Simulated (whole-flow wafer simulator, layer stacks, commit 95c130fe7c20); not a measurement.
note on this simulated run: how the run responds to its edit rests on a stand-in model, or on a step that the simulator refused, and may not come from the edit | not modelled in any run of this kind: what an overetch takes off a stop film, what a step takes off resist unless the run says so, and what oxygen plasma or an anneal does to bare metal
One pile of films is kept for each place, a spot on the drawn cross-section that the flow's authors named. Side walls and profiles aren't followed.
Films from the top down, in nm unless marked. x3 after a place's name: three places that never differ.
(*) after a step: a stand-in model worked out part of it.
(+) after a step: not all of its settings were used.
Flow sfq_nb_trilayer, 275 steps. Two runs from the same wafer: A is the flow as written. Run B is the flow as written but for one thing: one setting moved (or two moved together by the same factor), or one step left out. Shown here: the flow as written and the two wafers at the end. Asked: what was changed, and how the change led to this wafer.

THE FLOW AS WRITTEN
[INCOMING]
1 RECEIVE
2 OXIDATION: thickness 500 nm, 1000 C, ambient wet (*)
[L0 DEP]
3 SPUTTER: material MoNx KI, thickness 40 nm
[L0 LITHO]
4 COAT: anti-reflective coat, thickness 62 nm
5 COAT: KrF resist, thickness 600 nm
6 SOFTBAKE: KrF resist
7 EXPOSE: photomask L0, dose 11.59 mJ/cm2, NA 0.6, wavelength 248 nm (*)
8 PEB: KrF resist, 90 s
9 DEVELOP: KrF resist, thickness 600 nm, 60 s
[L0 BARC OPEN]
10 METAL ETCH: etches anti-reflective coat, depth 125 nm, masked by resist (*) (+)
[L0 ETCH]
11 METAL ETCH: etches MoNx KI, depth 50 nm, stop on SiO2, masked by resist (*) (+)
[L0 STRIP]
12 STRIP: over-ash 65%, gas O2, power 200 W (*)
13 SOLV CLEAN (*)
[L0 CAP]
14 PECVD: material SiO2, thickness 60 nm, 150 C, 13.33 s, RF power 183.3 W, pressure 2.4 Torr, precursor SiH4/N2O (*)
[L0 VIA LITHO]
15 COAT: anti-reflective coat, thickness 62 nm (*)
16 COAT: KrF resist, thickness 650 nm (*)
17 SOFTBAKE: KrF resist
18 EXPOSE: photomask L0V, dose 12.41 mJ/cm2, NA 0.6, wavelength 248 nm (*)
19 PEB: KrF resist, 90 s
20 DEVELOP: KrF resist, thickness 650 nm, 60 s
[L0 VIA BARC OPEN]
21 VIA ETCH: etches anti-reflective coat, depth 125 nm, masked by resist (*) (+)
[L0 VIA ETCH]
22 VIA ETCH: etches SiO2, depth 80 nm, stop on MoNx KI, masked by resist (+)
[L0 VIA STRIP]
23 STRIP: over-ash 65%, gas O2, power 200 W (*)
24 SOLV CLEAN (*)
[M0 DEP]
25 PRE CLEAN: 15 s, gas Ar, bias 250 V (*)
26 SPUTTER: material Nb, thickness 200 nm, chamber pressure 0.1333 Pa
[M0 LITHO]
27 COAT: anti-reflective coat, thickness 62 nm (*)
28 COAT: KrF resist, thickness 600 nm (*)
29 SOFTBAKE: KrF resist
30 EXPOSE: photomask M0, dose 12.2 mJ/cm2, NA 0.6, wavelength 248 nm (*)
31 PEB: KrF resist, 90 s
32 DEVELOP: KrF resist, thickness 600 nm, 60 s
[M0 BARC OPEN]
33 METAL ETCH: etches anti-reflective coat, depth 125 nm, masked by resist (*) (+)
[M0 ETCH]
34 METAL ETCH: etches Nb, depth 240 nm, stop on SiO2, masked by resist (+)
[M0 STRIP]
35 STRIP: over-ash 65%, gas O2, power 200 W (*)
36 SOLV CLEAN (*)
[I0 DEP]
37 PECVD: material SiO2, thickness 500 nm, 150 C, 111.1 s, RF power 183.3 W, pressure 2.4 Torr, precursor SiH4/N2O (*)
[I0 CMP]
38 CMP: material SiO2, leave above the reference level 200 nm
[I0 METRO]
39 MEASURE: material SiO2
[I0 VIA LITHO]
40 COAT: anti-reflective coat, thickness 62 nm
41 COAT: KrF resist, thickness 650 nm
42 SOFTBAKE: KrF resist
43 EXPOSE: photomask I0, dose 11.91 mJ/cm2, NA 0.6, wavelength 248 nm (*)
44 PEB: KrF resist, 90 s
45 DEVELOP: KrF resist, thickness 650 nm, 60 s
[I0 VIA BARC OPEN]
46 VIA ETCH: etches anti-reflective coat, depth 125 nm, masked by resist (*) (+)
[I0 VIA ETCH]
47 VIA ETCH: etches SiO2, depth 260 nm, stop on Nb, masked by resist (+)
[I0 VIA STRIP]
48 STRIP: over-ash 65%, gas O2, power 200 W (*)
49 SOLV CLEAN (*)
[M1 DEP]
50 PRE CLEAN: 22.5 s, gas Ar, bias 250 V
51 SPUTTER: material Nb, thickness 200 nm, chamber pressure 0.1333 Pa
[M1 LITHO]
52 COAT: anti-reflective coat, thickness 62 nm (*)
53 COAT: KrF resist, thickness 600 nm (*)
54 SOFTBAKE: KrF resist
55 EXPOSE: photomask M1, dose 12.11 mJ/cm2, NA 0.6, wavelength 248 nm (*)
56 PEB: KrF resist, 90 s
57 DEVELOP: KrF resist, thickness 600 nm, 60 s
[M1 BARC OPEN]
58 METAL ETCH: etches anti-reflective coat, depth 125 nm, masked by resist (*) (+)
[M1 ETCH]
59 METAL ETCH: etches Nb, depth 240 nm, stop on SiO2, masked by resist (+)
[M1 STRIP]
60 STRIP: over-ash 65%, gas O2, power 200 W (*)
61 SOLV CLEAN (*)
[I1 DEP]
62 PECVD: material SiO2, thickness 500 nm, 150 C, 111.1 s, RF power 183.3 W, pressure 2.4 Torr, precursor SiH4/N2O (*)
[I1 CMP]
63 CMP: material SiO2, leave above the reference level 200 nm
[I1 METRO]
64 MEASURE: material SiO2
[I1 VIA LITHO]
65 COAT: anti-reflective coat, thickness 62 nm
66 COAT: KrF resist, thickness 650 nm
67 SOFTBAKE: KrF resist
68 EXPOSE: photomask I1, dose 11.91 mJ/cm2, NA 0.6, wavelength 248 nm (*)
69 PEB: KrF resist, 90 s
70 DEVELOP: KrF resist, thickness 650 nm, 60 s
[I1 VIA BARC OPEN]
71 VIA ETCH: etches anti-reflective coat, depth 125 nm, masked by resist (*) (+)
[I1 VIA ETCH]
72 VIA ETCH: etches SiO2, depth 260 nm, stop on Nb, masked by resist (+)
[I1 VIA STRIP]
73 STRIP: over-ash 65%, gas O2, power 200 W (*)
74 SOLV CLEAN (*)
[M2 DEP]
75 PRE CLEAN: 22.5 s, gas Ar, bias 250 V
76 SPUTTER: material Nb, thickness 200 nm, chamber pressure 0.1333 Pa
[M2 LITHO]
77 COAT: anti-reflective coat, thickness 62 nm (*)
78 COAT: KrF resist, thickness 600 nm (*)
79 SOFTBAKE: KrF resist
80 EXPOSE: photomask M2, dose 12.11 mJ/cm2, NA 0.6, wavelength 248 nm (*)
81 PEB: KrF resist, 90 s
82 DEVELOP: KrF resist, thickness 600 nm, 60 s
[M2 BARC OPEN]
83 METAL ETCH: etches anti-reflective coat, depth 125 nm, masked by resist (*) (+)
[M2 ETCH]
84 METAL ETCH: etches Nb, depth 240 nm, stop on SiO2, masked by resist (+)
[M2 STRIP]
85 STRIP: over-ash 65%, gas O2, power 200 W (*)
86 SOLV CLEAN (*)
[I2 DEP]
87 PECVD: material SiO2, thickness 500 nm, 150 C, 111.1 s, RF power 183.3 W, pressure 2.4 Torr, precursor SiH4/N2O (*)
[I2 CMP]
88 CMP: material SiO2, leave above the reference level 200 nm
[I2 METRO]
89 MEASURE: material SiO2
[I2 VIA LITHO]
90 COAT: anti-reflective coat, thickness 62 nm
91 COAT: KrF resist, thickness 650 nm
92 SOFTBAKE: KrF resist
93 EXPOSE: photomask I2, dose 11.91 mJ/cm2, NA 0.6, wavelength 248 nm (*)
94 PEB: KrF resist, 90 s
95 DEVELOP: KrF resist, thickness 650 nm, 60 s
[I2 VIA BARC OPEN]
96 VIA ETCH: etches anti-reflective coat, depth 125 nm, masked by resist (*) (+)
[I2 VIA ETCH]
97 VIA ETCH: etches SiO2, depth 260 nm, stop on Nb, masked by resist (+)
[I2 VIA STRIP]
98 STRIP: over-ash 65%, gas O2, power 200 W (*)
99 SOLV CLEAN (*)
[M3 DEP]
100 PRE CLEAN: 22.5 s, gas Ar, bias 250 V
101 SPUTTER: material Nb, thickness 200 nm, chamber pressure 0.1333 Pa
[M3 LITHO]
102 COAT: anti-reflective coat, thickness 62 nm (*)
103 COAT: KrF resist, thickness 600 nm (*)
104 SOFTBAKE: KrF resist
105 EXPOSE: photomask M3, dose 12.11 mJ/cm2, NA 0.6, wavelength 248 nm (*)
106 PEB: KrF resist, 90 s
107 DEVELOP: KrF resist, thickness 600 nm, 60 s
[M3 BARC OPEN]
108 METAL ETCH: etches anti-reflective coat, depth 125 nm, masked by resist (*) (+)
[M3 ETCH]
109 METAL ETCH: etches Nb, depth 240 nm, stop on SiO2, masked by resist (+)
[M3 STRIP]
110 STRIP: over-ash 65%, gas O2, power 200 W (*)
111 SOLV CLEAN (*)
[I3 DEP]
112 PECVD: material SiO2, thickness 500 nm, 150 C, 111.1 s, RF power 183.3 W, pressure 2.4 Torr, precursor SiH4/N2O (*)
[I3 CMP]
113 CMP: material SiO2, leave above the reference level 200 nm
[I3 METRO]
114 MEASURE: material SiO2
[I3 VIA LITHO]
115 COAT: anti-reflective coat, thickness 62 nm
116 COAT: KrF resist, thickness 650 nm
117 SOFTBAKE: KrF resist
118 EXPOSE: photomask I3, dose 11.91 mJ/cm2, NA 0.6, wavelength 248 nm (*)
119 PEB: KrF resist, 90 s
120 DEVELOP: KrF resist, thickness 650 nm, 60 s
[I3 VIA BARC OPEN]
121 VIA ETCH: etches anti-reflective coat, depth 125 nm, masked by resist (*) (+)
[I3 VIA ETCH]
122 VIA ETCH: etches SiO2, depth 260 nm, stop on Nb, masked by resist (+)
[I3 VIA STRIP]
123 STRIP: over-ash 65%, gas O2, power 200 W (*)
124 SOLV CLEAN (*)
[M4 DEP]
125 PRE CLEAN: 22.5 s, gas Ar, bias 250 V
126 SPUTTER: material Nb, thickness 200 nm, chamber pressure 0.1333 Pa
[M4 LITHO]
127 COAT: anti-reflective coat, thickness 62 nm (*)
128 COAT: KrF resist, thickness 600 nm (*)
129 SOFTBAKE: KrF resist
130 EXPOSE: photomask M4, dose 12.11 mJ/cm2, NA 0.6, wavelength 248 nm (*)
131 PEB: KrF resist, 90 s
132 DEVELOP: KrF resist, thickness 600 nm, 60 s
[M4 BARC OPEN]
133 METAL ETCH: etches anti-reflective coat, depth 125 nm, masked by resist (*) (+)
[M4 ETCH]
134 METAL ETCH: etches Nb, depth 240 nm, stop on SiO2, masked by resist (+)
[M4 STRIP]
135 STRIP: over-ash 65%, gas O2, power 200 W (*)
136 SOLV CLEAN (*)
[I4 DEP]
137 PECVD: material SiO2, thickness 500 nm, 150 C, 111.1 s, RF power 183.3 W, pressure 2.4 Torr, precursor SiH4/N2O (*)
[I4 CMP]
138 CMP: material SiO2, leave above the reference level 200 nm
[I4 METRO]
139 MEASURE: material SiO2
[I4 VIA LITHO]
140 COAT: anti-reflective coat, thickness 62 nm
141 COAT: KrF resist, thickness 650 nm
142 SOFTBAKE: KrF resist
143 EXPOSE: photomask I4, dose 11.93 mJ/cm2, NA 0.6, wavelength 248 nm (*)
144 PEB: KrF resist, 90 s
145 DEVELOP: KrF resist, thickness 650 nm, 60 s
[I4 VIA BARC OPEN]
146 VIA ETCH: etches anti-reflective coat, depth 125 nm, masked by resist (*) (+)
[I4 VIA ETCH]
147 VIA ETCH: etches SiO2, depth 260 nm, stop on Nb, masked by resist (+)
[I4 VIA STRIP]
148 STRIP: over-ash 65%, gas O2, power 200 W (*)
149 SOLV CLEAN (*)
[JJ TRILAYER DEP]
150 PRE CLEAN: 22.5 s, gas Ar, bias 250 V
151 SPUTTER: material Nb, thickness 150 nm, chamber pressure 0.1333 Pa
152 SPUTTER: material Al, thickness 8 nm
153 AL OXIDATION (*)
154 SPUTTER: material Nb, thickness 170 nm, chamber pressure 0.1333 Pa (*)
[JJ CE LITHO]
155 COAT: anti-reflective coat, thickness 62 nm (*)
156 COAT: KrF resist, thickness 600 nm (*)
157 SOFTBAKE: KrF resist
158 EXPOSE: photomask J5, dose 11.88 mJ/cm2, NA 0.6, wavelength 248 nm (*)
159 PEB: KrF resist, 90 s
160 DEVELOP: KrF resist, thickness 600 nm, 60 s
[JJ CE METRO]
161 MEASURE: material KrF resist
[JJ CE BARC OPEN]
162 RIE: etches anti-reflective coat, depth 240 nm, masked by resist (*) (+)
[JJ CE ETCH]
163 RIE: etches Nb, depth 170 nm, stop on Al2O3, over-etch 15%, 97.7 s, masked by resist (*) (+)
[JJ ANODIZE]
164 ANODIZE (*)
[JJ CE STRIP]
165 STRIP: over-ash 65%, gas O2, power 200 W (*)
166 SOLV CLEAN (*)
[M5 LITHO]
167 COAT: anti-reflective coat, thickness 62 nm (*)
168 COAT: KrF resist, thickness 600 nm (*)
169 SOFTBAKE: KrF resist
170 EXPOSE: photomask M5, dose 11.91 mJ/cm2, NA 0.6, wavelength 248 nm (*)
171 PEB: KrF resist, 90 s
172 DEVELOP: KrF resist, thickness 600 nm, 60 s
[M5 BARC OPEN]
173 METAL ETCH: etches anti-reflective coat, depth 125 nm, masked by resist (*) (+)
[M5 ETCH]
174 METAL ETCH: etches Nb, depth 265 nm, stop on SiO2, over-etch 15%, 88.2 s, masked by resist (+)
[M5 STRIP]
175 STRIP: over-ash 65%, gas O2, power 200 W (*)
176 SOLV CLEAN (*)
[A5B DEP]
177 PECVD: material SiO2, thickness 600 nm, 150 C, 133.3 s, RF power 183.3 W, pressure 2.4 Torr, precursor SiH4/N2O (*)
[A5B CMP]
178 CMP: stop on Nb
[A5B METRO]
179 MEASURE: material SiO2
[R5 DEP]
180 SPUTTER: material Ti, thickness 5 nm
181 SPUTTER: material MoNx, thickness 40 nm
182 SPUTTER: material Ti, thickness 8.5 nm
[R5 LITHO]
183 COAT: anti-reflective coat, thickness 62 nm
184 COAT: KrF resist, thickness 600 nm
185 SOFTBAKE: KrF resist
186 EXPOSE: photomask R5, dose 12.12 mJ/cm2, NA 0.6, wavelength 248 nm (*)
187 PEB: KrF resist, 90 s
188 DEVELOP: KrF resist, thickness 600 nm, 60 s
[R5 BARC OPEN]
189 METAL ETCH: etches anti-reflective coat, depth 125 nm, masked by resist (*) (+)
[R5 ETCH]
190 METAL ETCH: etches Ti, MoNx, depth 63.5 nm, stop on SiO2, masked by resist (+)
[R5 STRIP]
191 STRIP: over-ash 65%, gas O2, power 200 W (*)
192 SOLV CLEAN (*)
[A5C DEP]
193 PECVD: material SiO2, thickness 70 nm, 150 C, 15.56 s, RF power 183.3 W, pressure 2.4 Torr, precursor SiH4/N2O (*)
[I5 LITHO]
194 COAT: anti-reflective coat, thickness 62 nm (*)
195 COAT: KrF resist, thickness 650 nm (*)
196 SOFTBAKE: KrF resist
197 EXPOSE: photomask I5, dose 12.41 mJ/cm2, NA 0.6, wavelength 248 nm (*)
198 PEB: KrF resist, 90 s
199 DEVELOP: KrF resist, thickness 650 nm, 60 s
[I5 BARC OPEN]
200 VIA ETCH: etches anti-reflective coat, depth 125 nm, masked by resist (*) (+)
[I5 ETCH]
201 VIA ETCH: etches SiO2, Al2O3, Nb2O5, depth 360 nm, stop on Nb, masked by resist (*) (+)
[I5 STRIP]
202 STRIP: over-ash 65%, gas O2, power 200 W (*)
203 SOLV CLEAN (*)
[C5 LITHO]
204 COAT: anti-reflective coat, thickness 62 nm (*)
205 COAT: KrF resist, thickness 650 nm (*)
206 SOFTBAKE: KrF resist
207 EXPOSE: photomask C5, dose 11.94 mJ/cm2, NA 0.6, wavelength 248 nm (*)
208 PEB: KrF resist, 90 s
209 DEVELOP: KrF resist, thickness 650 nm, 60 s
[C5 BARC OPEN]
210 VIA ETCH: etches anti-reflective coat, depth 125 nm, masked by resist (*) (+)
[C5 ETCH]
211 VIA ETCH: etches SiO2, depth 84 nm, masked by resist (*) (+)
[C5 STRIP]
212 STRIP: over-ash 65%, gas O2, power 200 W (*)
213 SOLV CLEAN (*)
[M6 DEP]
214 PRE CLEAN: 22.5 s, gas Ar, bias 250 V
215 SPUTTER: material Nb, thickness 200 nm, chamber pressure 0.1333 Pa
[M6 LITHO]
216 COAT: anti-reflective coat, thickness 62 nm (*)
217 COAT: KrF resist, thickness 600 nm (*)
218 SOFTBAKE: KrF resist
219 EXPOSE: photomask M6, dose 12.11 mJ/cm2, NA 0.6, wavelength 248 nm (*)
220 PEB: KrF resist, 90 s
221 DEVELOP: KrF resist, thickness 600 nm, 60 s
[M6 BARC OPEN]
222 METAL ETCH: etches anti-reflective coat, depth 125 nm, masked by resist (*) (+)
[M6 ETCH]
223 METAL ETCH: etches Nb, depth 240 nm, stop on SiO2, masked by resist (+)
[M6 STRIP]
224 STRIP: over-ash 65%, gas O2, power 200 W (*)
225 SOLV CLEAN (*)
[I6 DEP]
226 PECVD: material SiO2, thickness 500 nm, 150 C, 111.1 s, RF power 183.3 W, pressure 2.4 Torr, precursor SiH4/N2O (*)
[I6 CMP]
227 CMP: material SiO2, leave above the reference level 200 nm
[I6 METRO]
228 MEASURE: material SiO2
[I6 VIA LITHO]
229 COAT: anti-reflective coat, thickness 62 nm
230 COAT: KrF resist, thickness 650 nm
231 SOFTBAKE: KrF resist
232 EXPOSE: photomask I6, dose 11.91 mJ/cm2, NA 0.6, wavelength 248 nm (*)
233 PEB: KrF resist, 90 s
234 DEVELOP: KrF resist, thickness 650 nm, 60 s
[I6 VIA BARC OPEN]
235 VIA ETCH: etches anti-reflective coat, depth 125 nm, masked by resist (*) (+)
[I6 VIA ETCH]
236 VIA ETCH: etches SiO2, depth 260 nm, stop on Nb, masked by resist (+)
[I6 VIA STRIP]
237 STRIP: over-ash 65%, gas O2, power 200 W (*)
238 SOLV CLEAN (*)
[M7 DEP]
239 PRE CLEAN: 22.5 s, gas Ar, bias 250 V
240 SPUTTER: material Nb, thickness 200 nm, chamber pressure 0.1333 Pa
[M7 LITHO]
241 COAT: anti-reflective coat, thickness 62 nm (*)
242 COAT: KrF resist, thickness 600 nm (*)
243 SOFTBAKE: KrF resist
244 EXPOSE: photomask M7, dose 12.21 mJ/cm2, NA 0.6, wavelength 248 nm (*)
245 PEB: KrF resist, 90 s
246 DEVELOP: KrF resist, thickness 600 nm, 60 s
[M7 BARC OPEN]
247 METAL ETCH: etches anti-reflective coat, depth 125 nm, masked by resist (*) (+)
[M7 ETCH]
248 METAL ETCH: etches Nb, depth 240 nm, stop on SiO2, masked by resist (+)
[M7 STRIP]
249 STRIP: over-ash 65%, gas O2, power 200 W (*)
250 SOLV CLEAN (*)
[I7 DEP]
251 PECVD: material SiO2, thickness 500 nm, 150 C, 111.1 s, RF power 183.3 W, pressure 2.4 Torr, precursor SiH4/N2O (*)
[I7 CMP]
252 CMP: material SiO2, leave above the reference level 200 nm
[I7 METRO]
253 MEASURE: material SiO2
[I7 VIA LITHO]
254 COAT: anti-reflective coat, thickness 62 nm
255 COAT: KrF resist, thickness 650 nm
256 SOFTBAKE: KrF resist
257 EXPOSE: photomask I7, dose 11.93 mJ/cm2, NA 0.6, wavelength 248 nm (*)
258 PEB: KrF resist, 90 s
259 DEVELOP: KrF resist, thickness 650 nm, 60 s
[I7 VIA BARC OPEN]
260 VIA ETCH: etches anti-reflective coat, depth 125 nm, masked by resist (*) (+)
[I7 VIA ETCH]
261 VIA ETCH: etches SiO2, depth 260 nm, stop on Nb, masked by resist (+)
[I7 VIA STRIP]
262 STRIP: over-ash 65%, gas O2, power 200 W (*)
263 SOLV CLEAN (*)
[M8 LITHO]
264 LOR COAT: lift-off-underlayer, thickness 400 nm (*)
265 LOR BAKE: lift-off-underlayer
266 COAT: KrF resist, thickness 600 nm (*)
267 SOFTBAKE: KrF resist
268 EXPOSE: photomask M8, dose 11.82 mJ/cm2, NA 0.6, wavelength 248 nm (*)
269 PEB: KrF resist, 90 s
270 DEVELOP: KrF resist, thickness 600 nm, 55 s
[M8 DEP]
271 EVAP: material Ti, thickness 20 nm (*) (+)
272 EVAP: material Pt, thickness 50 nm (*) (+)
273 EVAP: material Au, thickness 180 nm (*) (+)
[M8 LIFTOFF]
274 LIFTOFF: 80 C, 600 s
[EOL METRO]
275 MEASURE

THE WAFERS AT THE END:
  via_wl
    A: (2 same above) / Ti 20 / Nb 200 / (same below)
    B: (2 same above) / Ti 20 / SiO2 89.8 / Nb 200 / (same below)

The cause: step 261, VIA ETCH: depth 110 nm was run, where the flow has depth 260 nm.

How the change led to this, step by step:
  261 VIA ETCH: etches SiO2, depth 260 nm, stop on Nb, masked by resist (+)
      via_wl, via_w, via_wr: A SiO2 -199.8 (all of it) | B SiO2 -110
      field_l, v_sur, via_sp and 100 more: A KrF resist -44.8 | B KrF resist -19
  262 STRIP: over-ash 65%, gas O2, power 200 W (*)
      field_l, v_sur, via_sp and 100 more: A KrF resist -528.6 (all of it), anti-reflective coat -62 (all of it) | B KrF resist -554.5 (all of it), anti-reflective coat -62 (all of it)
  264 LOR COAT: lift-off-underlayer, thickness 400 nm (*)
      via_wl, via_wr: A lift-off-underlayer +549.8 (new film) | B lift-off-underlayer +482.5 (new film)
      v_sur: A lift-off-underlayer +369.4 (new film) | B lift-off-underlayer +383.2 (new film)
      (and at 2 more places)
  266 COAT: KrF resist, thickness 600 nm (*)
      via_w: A KrF resist +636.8 (new film) | B KrF resist +620.3 (new film)
  270 DEVELOP: KrF resist, thickness 600 nm, 55 s
      v_sur: A KrF resist -607.3 (all of it), lift-off-underlayer -369.4 (all of it) | B KrF resist -603.5 (all of it), lift-off-underlayer -383.2 (all of it)
      via_wl: A KrF resist -623.9 (all of it), lift-off-underlayer -549.8 (all of it) | B KrF resist -612.6 (all of it), lift-off-underlayer -482.5 (all of it)
      (and at 3 more places)
Counting metal films that touch as one body, via_wl has 8 bodies (between them, from the top down: SiO2 89.8; SiO2 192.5; SiO2 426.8 / Al2O3 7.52 / Nb2O5 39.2; SiO2 192.5; SiO2 192.5; SiO2 192.5; SiO2 192.5); the flow as written gives 7 bodies (between them, from the top down: SiO2 192.5; SiO2 426.8 / Al2O3 7.52 / Nb2O5 39.2; SiO2 192.5; SiO2 192.5; SiO2 192.5; SiO2 192.5).
